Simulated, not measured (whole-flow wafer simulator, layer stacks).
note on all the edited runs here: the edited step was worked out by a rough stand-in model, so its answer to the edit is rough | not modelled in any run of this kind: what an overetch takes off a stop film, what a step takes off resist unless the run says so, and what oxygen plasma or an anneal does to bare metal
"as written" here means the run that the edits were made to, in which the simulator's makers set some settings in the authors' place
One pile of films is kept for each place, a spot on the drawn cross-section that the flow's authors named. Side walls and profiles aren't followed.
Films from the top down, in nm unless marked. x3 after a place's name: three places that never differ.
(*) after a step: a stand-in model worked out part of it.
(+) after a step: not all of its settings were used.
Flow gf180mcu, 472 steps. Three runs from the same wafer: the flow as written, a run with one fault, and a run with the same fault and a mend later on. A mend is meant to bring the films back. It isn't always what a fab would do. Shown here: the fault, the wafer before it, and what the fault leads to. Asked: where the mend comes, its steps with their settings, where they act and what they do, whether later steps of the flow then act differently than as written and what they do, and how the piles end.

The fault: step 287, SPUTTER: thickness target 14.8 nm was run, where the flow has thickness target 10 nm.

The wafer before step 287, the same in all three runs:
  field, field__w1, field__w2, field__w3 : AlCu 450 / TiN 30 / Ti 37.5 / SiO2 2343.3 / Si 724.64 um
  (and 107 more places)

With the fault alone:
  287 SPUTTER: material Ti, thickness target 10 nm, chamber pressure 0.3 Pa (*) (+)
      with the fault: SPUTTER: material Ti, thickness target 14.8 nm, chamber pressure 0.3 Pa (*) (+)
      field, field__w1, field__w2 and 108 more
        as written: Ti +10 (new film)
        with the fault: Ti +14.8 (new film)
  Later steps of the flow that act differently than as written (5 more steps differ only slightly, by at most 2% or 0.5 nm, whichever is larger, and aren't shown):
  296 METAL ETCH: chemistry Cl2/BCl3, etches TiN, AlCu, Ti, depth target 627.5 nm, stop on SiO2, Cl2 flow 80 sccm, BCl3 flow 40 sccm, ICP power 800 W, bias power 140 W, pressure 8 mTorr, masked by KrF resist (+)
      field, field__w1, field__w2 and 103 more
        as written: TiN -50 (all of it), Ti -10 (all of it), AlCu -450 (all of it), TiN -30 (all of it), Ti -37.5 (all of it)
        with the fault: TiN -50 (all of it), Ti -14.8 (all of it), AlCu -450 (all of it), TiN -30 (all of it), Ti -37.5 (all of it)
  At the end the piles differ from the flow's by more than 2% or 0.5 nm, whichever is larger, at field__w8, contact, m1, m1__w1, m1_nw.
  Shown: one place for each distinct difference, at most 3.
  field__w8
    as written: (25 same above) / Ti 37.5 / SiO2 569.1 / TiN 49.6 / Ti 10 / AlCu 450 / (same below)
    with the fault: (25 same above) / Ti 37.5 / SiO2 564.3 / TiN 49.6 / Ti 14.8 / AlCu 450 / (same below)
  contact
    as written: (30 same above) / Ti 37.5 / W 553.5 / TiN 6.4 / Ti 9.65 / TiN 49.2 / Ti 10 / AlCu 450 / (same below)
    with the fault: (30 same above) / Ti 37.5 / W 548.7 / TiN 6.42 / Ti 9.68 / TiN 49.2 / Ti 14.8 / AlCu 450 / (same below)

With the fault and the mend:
  The mend comes after step 287.
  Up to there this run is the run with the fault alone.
  287a METAL ETCH: chemistry Cl2/BCl3, etches TiN, AlCu, Ti, depth target 4.8 nm, Cl2 flow 80 sccm, BCl3 flow 40 sccm, ICP power 800 W, bias power 140 W, pressure 8 mTorr (the flow's step 260 once more, with other settings)
      field, field__w1, field__w2 and 108 more
        Ti -4.8
  No later step of the flow acts differently than as written at any place that is followed.
  At the end the piles are the same as the flow's at every place that both follow.
